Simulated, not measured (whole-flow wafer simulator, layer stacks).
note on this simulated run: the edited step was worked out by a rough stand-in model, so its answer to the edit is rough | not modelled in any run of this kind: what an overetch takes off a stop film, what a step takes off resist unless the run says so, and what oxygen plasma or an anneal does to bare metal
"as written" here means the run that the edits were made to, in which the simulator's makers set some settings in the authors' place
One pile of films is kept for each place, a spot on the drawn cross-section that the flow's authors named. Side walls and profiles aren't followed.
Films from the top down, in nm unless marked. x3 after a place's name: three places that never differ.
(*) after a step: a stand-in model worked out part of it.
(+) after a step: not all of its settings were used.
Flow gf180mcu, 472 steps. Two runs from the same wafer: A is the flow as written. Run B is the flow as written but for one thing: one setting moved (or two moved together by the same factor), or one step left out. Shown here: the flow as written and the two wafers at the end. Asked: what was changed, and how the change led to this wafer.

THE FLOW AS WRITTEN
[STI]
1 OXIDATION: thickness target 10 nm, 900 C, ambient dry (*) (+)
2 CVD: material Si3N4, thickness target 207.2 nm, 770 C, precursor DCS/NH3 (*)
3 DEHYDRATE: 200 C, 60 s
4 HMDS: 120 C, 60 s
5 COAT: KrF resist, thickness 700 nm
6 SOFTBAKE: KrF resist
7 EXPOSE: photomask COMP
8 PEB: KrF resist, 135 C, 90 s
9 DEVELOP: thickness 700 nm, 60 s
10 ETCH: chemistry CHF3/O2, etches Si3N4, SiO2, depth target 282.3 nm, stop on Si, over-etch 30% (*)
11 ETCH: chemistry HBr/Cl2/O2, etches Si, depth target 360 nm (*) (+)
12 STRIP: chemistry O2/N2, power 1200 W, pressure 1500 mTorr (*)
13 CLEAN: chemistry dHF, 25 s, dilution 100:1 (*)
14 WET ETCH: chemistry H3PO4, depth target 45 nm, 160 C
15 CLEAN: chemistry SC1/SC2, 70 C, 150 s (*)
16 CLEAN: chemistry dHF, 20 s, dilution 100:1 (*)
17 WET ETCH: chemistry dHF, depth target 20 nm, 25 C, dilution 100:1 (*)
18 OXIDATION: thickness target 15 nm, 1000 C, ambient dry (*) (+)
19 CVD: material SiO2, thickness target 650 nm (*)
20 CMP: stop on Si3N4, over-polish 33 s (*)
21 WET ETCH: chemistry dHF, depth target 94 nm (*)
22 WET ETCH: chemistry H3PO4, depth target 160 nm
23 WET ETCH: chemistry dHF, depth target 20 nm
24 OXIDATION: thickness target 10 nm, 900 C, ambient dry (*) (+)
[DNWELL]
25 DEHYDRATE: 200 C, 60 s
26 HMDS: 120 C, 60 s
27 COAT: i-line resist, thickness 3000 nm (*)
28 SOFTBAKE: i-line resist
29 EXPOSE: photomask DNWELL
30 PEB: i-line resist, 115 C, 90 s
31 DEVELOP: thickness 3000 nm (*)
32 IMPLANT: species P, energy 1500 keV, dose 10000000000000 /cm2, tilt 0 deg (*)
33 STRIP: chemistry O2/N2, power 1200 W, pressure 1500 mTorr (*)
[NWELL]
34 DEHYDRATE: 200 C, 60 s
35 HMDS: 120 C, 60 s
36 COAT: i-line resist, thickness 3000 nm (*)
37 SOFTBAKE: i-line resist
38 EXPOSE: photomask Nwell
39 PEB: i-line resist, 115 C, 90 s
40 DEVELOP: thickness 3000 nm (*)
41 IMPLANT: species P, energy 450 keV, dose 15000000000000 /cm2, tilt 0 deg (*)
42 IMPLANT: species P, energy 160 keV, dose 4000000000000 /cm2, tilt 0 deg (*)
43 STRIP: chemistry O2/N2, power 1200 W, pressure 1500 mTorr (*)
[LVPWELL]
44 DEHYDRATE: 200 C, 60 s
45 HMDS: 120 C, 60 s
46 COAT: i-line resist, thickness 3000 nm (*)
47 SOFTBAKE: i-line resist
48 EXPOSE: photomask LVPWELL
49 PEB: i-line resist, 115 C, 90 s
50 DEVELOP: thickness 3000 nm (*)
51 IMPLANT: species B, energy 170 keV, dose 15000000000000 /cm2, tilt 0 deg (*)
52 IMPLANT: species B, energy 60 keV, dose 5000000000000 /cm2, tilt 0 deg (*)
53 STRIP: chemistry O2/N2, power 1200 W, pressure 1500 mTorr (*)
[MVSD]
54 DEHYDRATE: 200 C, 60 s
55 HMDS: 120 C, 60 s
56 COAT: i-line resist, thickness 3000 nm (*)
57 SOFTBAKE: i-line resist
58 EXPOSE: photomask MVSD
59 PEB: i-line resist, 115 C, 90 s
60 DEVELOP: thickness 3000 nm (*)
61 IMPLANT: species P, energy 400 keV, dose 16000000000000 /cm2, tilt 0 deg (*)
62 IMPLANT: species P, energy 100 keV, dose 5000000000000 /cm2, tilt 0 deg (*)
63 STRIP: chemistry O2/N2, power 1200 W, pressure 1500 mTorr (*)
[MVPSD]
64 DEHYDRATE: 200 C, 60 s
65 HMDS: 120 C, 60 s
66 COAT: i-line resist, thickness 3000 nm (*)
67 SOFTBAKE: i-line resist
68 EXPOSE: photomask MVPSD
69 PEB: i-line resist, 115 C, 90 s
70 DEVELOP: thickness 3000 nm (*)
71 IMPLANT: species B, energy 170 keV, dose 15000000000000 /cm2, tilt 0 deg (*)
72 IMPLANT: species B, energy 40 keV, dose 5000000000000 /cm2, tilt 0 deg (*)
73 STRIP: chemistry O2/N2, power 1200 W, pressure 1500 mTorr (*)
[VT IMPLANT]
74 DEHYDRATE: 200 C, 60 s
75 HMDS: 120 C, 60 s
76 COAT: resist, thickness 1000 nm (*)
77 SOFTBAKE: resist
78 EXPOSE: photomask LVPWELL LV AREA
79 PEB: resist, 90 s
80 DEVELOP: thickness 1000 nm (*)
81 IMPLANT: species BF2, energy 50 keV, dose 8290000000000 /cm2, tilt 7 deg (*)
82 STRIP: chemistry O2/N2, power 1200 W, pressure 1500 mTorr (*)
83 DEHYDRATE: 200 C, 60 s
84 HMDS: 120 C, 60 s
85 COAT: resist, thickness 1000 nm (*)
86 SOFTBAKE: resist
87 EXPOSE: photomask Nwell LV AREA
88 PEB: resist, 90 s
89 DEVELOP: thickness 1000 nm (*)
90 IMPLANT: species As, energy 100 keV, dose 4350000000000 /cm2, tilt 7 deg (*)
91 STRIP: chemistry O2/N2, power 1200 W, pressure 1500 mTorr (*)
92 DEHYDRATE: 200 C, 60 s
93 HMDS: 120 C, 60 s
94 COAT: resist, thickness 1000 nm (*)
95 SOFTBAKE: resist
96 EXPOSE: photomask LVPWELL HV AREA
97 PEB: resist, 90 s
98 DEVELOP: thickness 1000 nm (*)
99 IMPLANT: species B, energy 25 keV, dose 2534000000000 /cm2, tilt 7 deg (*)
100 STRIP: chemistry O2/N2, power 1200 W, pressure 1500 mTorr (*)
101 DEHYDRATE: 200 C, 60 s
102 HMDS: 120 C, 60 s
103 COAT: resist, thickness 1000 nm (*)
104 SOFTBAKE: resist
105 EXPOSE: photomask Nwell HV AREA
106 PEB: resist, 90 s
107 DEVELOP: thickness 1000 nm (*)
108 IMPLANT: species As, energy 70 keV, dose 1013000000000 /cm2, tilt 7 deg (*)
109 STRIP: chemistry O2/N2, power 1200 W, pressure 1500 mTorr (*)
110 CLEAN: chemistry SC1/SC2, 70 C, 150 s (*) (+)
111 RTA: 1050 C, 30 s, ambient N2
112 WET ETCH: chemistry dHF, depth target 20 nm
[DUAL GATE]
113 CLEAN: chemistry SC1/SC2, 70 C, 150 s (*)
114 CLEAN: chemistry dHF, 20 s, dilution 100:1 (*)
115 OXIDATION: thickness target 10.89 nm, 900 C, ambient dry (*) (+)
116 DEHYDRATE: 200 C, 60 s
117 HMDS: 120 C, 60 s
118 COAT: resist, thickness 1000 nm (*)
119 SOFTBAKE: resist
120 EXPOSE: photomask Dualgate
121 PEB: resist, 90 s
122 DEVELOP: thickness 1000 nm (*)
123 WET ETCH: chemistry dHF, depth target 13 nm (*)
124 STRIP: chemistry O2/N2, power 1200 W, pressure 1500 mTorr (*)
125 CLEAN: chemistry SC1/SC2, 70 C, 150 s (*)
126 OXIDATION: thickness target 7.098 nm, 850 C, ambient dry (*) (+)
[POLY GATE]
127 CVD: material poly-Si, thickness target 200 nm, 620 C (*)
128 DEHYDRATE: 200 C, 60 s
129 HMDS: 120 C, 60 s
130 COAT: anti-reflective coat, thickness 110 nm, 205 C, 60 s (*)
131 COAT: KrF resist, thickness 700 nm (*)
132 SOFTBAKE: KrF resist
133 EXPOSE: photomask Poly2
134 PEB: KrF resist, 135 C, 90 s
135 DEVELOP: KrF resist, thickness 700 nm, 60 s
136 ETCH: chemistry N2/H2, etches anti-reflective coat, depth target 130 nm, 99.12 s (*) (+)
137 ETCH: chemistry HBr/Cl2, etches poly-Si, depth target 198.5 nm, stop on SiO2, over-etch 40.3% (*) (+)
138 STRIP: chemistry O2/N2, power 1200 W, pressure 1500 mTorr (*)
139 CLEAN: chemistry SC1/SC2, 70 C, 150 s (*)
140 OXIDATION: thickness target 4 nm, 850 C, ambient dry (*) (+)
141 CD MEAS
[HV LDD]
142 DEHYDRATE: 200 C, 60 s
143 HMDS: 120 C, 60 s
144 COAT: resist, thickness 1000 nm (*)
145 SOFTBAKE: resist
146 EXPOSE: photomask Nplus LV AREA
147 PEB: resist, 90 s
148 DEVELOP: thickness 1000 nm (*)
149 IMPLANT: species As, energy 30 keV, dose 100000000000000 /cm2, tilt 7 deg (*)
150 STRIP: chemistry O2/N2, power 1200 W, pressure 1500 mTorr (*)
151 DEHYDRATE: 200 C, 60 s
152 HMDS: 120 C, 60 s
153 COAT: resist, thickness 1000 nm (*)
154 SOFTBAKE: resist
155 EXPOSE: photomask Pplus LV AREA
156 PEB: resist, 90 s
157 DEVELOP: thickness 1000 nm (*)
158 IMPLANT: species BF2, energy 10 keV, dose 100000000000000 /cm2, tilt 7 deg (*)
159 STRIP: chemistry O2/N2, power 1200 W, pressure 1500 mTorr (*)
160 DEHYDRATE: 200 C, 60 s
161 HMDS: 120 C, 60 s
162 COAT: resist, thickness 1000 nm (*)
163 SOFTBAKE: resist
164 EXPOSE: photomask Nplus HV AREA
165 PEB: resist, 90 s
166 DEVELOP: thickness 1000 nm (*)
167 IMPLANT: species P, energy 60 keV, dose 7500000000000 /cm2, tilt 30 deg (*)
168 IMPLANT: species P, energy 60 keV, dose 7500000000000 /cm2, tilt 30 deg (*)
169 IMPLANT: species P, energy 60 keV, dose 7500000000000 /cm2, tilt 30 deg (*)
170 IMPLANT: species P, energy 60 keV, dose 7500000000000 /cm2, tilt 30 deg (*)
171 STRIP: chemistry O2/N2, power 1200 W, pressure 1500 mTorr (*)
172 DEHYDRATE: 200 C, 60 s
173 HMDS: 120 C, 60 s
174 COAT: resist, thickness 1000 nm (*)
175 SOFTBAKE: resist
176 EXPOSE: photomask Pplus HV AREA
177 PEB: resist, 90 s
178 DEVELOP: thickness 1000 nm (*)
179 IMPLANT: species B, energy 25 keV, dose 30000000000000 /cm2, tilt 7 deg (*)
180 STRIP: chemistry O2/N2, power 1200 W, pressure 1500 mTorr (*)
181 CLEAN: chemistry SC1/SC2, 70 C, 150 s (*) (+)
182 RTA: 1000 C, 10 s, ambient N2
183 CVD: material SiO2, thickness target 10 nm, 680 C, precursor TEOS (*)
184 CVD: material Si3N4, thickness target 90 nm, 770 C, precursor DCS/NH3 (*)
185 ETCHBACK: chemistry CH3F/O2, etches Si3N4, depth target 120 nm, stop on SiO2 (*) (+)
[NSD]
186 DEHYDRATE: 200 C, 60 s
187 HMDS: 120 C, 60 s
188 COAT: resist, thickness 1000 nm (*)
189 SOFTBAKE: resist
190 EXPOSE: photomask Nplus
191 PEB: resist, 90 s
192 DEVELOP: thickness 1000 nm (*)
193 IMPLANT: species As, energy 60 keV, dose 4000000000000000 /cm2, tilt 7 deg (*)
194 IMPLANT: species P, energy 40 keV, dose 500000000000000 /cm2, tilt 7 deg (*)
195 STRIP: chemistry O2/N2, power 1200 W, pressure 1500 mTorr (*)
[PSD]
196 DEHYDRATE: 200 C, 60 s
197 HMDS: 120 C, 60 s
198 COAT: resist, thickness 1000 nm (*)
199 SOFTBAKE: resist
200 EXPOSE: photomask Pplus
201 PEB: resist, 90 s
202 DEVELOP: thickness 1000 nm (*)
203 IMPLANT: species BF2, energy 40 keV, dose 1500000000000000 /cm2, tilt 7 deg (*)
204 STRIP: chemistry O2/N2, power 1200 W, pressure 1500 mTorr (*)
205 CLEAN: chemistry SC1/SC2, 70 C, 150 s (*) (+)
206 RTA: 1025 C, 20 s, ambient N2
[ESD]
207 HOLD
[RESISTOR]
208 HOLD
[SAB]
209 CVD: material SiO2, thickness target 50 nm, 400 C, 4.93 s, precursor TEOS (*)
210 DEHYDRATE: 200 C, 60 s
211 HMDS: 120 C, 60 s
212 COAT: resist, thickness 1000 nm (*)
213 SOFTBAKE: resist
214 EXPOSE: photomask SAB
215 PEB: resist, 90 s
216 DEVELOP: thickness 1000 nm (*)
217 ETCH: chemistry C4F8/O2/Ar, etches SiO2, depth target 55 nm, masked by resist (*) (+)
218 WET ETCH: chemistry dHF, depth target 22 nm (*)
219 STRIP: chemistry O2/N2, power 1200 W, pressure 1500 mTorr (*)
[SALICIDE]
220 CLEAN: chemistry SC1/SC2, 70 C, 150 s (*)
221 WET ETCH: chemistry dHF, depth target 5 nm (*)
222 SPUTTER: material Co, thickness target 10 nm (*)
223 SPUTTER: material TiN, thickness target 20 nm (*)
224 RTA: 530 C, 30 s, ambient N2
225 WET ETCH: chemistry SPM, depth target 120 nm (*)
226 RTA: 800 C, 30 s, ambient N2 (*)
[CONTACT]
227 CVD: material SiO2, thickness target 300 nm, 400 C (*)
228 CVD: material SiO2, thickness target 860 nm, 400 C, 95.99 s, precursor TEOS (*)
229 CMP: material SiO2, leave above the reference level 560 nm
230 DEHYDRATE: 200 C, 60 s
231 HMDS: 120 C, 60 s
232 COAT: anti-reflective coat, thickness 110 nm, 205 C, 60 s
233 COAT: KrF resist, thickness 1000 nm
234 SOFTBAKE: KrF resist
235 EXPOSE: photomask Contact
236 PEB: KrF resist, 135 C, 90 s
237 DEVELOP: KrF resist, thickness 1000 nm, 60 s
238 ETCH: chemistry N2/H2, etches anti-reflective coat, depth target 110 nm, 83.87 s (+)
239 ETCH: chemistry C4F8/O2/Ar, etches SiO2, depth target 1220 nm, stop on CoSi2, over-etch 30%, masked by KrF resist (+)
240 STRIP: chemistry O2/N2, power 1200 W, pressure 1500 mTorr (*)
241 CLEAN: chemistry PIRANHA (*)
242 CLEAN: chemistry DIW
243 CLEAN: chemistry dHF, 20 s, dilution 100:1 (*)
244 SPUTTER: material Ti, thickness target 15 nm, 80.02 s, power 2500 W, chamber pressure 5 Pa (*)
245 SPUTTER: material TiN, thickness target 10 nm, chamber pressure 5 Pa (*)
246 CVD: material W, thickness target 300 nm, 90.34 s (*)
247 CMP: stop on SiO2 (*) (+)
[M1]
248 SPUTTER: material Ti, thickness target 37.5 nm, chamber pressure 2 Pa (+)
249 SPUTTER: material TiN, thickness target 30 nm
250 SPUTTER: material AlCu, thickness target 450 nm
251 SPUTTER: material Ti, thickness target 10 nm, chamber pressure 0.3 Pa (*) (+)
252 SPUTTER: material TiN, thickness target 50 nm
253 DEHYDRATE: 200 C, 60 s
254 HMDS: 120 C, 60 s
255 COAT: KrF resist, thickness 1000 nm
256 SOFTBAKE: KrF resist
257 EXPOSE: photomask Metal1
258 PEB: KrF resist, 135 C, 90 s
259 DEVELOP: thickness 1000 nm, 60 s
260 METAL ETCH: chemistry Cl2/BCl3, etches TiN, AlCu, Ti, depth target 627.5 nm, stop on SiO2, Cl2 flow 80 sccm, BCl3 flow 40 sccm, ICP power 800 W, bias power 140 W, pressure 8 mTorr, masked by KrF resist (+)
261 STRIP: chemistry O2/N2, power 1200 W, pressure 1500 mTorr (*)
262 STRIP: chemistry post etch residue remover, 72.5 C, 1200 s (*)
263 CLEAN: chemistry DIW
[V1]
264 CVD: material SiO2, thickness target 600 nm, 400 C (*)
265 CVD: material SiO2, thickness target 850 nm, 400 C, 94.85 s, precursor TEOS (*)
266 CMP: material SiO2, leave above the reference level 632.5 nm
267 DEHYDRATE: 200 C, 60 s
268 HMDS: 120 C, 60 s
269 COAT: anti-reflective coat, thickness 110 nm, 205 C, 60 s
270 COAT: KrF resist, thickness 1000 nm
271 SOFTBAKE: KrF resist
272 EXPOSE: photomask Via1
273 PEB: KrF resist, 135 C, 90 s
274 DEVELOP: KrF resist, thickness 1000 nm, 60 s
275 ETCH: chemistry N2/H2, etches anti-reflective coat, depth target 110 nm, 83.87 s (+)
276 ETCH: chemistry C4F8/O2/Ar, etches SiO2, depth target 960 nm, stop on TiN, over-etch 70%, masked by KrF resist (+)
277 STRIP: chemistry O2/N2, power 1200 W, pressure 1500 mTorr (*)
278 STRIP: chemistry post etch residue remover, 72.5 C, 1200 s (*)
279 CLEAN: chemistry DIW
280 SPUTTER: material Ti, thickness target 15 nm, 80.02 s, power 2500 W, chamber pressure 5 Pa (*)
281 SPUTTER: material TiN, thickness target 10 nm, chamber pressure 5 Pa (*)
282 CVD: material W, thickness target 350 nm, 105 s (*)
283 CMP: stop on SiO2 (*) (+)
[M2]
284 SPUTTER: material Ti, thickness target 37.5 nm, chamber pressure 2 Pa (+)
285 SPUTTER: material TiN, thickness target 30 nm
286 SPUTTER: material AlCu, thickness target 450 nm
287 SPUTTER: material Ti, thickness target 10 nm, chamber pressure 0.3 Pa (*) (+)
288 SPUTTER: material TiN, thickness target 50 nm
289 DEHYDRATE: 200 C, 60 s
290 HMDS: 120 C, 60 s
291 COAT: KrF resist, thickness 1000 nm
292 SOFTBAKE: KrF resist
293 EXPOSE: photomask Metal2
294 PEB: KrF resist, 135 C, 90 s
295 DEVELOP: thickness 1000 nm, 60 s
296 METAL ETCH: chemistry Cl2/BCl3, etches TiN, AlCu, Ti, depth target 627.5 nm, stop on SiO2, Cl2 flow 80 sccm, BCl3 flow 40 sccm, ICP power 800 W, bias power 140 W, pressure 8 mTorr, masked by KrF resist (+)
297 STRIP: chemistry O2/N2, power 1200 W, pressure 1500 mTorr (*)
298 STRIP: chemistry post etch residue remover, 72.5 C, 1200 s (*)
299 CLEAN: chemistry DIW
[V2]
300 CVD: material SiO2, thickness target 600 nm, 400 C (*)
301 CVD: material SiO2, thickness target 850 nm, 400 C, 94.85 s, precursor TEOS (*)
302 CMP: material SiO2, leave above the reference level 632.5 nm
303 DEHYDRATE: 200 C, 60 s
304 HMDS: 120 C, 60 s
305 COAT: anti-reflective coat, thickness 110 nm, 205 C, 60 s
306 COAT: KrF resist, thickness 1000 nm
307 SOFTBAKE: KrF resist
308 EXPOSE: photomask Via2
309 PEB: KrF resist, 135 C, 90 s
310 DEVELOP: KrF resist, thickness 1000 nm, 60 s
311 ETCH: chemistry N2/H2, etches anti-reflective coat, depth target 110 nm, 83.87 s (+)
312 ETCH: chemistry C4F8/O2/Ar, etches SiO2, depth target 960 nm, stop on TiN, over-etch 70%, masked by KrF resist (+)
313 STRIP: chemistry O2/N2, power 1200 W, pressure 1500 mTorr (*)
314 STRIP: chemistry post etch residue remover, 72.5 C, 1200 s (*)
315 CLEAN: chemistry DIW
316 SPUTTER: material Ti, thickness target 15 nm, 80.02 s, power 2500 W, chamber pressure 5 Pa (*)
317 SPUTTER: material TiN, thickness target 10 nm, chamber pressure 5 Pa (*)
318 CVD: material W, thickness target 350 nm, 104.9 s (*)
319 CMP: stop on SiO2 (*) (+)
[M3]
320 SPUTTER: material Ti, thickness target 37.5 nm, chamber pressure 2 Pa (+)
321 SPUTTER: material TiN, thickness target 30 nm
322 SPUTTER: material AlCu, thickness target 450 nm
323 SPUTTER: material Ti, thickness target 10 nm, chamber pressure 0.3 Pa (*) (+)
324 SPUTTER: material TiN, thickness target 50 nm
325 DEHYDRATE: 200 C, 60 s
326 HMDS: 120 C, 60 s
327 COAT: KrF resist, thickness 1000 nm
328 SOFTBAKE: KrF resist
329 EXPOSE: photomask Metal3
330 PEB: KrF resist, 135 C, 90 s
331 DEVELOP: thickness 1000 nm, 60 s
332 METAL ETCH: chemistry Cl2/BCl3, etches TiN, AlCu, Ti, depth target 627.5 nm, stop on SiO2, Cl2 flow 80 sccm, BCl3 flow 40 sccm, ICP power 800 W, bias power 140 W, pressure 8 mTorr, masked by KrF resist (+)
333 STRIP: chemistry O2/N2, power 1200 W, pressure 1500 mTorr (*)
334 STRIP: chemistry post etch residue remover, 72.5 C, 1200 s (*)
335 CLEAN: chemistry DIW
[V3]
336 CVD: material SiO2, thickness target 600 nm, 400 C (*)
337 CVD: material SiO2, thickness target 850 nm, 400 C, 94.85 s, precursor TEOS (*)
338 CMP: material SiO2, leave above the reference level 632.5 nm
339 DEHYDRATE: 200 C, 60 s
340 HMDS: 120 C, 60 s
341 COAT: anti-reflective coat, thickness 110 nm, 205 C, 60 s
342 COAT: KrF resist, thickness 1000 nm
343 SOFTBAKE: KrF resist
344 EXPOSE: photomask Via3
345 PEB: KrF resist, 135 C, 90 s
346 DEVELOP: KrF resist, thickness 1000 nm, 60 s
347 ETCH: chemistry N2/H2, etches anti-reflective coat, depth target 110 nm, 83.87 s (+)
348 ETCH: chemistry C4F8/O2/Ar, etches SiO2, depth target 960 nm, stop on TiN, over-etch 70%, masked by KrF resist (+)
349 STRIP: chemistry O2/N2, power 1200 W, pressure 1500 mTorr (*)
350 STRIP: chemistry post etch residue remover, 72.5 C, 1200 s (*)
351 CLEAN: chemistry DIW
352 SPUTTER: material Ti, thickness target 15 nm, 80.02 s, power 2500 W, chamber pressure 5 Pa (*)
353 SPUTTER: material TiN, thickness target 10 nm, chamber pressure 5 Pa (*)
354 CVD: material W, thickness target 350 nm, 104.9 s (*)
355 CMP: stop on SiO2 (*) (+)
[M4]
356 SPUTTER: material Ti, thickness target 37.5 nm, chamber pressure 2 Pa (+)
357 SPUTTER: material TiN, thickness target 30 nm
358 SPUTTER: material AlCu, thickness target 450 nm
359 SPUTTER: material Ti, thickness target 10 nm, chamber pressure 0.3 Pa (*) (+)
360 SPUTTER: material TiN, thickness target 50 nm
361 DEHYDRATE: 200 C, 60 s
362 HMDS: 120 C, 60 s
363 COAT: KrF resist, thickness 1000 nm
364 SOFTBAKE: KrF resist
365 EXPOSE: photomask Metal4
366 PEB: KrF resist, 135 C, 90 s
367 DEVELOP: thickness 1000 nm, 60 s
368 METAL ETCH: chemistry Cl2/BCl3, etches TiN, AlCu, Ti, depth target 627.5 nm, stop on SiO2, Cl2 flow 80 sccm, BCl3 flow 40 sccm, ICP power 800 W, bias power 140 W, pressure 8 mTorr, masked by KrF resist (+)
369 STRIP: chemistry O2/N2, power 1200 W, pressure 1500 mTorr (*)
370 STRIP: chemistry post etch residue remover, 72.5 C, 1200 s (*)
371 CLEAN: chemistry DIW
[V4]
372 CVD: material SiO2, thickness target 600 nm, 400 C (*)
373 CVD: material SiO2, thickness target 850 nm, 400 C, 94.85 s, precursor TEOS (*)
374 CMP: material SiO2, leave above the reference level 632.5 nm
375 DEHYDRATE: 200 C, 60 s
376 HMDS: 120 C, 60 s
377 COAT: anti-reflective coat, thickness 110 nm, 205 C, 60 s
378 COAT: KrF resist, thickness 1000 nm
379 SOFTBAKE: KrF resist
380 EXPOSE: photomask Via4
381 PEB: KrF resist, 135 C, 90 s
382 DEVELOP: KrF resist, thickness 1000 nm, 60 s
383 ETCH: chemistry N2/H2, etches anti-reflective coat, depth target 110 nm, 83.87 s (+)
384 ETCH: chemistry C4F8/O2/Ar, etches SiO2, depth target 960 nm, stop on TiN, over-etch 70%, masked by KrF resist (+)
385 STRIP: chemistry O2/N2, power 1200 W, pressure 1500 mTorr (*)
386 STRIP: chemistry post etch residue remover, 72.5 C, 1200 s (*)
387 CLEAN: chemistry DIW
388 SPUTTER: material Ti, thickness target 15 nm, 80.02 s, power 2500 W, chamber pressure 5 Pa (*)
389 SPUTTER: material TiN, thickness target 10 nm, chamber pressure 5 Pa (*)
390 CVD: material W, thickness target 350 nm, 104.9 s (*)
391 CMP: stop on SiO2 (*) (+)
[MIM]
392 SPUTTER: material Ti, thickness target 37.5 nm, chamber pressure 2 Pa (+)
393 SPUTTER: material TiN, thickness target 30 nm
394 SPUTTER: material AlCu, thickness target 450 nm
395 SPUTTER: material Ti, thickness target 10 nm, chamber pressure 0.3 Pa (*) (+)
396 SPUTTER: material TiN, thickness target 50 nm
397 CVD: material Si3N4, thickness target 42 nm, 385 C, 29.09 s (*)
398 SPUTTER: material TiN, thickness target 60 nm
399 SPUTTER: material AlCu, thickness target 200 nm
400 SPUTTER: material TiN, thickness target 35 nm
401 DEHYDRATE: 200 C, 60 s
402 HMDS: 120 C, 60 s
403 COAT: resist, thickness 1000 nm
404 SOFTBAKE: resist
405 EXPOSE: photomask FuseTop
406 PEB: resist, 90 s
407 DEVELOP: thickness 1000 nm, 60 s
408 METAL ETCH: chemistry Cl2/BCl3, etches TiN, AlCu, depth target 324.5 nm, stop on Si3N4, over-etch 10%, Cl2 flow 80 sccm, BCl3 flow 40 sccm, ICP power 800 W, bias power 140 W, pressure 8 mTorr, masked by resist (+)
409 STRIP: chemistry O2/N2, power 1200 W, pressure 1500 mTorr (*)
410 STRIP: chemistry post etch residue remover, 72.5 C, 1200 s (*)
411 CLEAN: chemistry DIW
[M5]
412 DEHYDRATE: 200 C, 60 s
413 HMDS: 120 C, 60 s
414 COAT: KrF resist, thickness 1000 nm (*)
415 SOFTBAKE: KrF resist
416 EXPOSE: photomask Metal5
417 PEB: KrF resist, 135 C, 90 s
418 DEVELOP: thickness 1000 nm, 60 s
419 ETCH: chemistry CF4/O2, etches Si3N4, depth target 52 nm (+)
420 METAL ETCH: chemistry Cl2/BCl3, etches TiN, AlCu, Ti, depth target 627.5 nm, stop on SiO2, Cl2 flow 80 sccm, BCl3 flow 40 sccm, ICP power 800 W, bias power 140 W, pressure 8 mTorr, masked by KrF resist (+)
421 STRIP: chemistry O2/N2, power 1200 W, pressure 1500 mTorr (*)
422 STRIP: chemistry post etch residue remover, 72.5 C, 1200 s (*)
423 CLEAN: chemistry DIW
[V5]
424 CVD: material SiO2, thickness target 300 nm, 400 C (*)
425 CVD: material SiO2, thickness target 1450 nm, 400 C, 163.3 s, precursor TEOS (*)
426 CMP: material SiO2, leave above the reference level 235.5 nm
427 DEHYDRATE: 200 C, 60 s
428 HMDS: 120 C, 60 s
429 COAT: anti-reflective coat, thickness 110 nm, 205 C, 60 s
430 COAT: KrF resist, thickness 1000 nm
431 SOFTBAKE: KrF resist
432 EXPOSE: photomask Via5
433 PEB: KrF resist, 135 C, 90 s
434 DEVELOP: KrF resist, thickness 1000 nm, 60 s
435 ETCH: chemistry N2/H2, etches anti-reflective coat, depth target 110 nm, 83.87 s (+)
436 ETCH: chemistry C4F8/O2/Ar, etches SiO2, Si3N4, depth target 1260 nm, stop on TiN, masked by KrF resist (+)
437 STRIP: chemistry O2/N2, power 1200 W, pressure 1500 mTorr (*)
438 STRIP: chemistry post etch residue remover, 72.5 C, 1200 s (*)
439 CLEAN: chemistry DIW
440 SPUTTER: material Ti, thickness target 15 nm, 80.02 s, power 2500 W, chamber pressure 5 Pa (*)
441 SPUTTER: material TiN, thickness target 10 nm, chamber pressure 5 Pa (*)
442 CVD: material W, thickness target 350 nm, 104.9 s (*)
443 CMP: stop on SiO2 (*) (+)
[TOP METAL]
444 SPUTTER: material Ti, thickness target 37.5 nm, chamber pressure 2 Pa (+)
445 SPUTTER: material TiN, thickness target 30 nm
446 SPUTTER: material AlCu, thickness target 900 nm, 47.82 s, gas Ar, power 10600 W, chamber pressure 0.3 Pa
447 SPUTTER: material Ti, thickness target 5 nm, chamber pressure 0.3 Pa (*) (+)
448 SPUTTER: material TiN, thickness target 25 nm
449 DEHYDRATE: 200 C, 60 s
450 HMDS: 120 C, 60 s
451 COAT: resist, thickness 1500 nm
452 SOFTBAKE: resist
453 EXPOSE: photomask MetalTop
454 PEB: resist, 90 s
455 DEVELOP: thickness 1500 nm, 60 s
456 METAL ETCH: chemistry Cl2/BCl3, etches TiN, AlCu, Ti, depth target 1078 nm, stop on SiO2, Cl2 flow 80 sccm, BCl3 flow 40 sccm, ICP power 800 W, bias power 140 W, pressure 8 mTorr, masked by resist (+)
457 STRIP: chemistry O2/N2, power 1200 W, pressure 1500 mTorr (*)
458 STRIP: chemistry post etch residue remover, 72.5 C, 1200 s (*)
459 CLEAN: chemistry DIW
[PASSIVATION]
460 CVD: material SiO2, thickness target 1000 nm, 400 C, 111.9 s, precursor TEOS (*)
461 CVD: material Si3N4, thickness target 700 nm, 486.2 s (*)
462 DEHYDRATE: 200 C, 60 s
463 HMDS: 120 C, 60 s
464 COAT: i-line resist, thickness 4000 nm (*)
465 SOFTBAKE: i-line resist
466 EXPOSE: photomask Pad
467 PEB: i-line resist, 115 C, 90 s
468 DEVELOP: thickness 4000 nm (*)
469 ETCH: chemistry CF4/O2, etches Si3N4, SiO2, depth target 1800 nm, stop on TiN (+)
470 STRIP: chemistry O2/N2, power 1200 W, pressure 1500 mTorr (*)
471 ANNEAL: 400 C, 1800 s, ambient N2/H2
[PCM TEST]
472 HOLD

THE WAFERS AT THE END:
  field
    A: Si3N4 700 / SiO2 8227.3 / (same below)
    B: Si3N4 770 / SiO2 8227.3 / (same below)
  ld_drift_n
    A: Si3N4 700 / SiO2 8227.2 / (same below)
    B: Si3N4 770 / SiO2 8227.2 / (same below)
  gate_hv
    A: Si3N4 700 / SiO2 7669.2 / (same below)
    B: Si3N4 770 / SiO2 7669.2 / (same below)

The cause: step 461, CVD: thickness target 770 nm was run, where the flow has thickness target 700 nm.
It can be read off the wafer: field has Si3N4 770, and step 461 as written asks for 700 nm.

How the change led to this, step by step:
  461 CVD: material Si3N4, thickness target 700 nm, 486.2 s (*)
      field, field__w1, field__w2 and 109 more: A Si3N4 +700 (new film) | B Si3N4 +770 (new film)
  469 ETCH: chemistry CF4/O2, etches Si3N4, SiO2, depth target 1800 nm, stop on TiN (+)
      pad: A Si3N4 -700 (all of it), SiO2 -1000 (all of it) | B Si3N4 -770 (all of it), SiO2 -1000 (all of it)
